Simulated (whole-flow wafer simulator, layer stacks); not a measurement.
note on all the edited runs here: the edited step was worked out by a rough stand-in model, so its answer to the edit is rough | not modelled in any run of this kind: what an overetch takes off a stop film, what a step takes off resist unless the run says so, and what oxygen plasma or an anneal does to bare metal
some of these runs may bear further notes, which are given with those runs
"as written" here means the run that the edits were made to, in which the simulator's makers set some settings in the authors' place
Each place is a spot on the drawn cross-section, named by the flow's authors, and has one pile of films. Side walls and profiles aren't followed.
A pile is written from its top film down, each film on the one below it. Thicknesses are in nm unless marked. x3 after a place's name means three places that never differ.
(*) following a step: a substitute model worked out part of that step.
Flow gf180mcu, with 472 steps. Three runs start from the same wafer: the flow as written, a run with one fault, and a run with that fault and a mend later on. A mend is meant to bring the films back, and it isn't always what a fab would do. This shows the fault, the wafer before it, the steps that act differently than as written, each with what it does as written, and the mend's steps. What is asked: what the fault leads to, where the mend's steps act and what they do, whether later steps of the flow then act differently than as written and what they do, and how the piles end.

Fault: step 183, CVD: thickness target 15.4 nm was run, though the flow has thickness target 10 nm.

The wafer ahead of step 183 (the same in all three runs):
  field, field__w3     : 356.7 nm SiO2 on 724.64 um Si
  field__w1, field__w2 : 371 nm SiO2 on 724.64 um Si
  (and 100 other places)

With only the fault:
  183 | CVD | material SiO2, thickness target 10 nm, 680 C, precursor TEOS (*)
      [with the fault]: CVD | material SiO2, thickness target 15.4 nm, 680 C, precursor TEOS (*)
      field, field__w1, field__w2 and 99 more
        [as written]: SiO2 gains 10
        [with the fault]: SiO2 gains 15.4
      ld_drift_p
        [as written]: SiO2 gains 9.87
        [with the fault]: SiO2 gains 15.2
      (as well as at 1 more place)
  Later steps of the flow acting differently than as written (21 other steps are not shown; they differ only slightly, by no more than 2% or 0.5 nm, whichever is larger):
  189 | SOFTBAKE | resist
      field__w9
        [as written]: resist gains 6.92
        [with the fault]: resist loses 3.06
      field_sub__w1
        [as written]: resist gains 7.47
        [with the fault]: resist gains 9.77
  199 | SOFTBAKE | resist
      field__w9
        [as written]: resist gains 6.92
        [with the fault]: resist loses 3.06
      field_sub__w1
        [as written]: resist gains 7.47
        [with the fault]: resist gains 9.77
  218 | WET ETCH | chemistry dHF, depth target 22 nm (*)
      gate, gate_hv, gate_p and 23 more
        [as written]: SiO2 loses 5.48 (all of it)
        [with the fault]: SiO2 loses 10.9 (all of it)
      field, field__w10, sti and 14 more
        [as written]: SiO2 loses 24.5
        [with the fault]: SiO2 loses 25.3
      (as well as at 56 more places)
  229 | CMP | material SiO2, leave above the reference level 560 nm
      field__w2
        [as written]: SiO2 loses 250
        [with the fault]: SiO2 loses 255.7
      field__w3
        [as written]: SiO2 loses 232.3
        [with the fault]: SiO2 loses 237.9
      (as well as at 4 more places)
  The piles end different from the flow's at spacer by more than 2% or 0.5 nm, whichever is larger.
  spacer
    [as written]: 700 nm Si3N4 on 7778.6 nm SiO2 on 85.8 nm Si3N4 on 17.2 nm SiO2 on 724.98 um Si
    [with the fault]: 700 nm Si3N4 on 7773.2 nm SiO2 on 85.8 nm Si3N4 on 22.6 nm SiO2 on 724.98 um Si

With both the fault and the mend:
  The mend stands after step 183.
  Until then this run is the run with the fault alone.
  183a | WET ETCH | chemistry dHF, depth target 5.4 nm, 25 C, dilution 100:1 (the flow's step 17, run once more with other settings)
      field, field__w1, field__w2 and 101 more
        SiO2 loses 5.4
  Later steps of the flow that are run all act as written at every place that is followed, up to a difference of at most 2% or 0.5 nm, whichever is larger.
  The piles end only slightly different from the flow's at the places that both follow, by no more than 2% or 0.5 nm, whichever is larger.
